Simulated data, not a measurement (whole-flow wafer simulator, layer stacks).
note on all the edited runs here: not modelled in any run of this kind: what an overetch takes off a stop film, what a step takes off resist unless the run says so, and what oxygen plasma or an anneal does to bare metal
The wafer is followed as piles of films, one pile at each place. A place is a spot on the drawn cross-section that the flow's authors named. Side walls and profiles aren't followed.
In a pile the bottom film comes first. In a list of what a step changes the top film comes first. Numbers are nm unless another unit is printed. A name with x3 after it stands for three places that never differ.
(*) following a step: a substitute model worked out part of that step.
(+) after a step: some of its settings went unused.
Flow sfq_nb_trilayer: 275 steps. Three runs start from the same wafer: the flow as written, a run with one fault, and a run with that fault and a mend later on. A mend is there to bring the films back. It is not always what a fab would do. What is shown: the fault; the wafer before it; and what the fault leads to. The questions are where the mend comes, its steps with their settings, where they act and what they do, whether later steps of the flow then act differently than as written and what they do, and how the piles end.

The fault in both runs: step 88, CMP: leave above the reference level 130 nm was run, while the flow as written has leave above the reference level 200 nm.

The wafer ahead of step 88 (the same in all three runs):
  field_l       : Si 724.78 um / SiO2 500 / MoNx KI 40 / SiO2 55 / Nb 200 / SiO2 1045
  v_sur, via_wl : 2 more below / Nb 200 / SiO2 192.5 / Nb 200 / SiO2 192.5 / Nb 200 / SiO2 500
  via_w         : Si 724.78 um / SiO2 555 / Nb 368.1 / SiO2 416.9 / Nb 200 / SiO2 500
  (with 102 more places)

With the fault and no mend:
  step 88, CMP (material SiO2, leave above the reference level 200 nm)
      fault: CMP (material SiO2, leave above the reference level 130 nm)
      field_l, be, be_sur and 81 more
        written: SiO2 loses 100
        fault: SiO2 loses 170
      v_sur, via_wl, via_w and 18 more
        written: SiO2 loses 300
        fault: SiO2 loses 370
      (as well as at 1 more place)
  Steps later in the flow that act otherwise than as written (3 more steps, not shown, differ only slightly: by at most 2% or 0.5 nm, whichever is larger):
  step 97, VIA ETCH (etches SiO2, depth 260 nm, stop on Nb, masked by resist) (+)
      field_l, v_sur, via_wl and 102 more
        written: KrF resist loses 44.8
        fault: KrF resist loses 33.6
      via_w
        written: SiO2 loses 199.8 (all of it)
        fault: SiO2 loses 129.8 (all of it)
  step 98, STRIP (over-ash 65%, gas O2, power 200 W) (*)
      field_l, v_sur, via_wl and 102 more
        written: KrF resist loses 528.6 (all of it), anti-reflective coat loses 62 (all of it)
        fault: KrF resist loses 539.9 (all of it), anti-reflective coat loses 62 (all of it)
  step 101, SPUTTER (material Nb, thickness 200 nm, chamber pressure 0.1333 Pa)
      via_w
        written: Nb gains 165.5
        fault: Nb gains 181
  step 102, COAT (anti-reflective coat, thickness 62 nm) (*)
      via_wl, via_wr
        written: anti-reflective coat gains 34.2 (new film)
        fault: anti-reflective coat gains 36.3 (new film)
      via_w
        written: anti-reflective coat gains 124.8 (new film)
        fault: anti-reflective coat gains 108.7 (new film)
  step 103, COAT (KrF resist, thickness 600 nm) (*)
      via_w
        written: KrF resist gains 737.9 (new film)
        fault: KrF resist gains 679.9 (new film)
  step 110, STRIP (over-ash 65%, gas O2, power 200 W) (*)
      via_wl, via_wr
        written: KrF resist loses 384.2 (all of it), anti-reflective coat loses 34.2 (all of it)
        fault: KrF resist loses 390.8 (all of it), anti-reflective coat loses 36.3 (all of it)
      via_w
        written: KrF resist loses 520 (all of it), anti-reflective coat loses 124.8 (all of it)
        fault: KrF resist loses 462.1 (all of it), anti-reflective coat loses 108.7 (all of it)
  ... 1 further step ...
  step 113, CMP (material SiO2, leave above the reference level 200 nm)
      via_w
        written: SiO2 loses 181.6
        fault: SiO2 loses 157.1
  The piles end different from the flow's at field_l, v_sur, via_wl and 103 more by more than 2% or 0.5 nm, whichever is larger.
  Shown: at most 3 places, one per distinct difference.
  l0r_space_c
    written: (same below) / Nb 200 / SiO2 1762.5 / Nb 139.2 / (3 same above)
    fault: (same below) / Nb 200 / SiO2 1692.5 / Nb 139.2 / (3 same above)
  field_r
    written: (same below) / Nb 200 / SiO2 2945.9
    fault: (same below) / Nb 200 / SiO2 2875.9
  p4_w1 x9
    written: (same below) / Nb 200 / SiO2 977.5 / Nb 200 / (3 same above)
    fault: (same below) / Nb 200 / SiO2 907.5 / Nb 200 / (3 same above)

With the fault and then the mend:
  After step 95 comes the mend.
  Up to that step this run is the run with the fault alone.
  step 95a, STRIP (over-ash 65%, gas O2, power 200 W) (*)
      field_l, v_sur, via_wl and 102 more
        KrF resist loses 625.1 (all of it), anti-reflective coat loses 62 (all of it)
      via_w
        anti-reflective coat loses 62 (all of it)
  step 95b, PECVD (material SiO2, thickness 70 nm, 150 C, 15.56 s, RF power 183.3 W, pressure 2.4 Torr, precursor SiH4/N2O) (the flow's step 87, run once more with other settings)
      field_l, v_sur, via_wl and 103 more
        SiO2 gains 70
  step 95c, COAT (anti-reflective coat, thickness 62 nm) (the flow's step 90, run once more)
      field_l, v_sur, via_wl and 103 more
        anti-reflective coat gains 62 (new film)
  step 95d, COAT (KrF resist, thickness 650 nm) (the flow's step 91, run once more)
      field_l, v_sur, via_wl and 103 more
        KrF resist gains 650 (new film)
  step 95e, SOFTBAKE (KrF resist) (the flow's step 92, run once more)
      does not change any film at any place that is followed
  step 95f, EXPOSE (photomask I2, dose 11.91 mJ/cm2, NA 0.6, wavelength 248 nm) (*) (the flow's step 93, run once more)
      does not change any film at any place that is followed
  step 95g, PEB (KrF resist, 90 s) (the flow's step 94, run once more)
      field_l, v_sur, via_wl and 103 more
        KrF resist loses 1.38
  step 95h, DEVELOP (KrF resist, thickness 650 nm, 60 s) (the flow's step 95, run once more)
      field_l, v_sur, via_wl and 102 more
        KrF resist loses 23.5
      via_w
        KrF resist loses 648.6 (all of it)
  Later steps of the flow that are run all act as written at every place that is followed.
  At every place that both follow, the piles at the end match the flow's.
